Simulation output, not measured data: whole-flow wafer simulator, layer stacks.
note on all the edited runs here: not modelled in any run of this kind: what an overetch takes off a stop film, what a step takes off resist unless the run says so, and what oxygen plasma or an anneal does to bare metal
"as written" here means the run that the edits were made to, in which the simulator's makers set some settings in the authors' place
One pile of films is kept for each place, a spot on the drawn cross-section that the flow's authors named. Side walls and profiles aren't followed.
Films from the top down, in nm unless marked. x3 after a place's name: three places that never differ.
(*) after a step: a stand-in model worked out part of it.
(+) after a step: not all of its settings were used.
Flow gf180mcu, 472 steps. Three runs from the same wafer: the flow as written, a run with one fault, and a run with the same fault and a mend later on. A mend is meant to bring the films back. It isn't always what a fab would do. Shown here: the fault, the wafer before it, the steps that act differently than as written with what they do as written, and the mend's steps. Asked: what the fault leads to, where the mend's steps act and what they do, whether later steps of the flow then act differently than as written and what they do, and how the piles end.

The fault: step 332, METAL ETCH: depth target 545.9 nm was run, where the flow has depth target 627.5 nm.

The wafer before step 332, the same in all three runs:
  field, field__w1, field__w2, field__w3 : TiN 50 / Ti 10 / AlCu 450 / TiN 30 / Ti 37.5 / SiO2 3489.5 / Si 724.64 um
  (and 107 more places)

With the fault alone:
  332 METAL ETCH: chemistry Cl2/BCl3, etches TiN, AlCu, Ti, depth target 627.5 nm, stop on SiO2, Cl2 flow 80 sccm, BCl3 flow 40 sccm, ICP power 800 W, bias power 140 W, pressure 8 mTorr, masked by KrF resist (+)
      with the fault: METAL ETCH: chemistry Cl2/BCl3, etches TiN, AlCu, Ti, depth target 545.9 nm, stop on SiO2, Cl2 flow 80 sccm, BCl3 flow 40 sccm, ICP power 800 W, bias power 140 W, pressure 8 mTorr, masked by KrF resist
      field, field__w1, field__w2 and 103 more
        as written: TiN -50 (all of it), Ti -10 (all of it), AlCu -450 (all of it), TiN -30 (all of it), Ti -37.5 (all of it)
        with the fault: TiN -50 (all of it), Ti -10 (all of it), AlCu -450 (all of it), TiN -30 (all of it), Ti -5.9
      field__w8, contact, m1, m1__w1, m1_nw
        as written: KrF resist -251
        with the fault: KrF resist -218.4
  Later steps of the flow that act differently than as written:
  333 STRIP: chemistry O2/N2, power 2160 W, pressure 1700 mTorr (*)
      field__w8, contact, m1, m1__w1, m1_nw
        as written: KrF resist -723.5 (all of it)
        with the fault: KrF resist -756.2 (all of it)
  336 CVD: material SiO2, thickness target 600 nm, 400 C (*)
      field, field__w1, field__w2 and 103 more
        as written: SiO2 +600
        with the fault: SiO2 +600 (new film)
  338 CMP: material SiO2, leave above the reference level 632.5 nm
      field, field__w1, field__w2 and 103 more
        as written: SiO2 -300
        with the fault: SiO2 -331.6
  At the end the piles differ from the flow's by more than 2% or 0.5 nm, whichever is larger, at field, field__w1, field__w2 and 104 more.
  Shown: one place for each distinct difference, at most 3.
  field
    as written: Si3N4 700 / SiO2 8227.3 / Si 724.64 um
    with the fault: Si3N4 700 / SiO2 4706.2 / Ti 31.6 / SiO2 3489.5 / Si 724.64 um
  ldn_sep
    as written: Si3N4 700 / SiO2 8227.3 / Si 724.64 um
    with the fault: Si3N4 700 / SiO2 4706.2 / Ti 31.6 / SiO2 3489.4 / Si 724.64 um
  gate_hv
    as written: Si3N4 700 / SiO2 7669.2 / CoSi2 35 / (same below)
    with the fault: Si3N4 700 / SiO2 4706.2 / Ti 31.6 / SiO2 2931.3 / CoSi2 35 / (same below)

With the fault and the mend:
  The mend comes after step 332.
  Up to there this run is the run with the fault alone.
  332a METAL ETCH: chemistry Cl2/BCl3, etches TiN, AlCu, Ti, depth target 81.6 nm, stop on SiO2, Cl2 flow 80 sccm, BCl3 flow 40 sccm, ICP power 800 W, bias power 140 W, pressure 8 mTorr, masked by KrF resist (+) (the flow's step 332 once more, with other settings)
      field, field__w1, field__w2 and 103 more
        Ti -31.6 (all of it)
      field__w8, contact, m1, m1__w1, m1_nw
        KrF resist -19
  No later step of the flow acts differently than as written, at any place that is followed, by more than 2% or 0.5 nm, whichever is larger.
  At the end the piles are the same as the flow's at every place that both follow.
